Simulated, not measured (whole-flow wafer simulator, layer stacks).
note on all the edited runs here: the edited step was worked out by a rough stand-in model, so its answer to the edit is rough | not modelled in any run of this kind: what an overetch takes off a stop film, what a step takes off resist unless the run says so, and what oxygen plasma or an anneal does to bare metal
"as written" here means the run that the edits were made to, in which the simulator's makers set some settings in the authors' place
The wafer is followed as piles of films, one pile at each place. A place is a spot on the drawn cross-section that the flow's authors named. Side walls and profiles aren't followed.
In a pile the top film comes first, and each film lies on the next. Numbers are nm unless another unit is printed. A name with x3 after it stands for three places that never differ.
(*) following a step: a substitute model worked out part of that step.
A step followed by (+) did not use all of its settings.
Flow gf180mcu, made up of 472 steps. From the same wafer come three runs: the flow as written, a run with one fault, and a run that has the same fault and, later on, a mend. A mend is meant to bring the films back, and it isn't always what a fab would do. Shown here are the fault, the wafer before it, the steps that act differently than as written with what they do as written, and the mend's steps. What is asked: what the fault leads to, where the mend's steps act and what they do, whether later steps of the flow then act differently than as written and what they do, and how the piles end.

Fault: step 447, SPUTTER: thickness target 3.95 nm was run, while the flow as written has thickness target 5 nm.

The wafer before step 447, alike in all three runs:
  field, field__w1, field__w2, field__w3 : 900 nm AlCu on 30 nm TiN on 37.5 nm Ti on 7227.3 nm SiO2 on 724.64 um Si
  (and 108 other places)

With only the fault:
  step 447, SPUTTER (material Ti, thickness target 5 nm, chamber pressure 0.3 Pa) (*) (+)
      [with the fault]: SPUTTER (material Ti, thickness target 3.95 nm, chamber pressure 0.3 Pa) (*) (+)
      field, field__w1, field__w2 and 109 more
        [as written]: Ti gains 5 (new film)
        [with the fault]: Ti gains 3.95 (new film)
  Steps later in the flow that act otherwise than as written (4 more steps, not shown, differ only slightly: by at most 2% or 0.5 nm, whichever is larger):
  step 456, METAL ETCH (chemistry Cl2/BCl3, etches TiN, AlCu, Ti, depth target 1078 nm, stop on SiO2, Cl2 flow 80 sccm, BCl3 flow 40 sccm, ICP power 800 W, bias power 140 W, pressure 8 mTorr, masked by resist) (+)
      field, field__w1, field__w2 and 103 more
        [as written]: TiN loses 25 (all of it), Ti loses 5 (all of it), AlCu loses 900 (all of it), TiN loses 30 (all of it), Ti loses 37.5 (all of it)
        [with the fault]: TiN loses 25 (all of it), Ti loses 3.95 (all of it), AlCu loses 900 (all of it), TiN loses 30 (all of it), Ti loses 37.5 (all of it)
  The piles end different from the flow's at field__w8, contact, m1, m1__w1, pad, m1_nw by more than 2% or 0.5 nm, whichever is larger.
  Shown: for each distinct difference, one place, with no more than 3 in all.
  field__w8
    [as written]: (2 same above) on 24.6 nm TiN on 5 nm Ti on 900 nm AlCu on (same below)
    [with the fault]: (2 same above) on 24.6 nm TiN on 3.95 nm Ti on 900 nm AlCu on (same below)
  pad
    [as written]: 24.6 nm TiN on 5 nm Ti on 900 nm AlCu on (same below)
    [with the fault]: 24.6 nm TiN on 3.95 nm Ti on 900 nm AlCu on (same below)

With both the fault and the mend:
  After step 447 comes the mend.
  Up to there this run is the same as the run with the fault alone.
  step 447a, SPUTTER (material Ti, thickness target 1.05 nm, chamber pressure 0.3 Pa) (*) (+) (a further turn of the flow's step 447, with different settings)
      field, field__w1, field__w2 and 109 more
        Ti gains 1.05
  None of the later steps of the flow acts differently than as written at any place that is followed.
  The piles end the same as the flow's at every place that both follow.
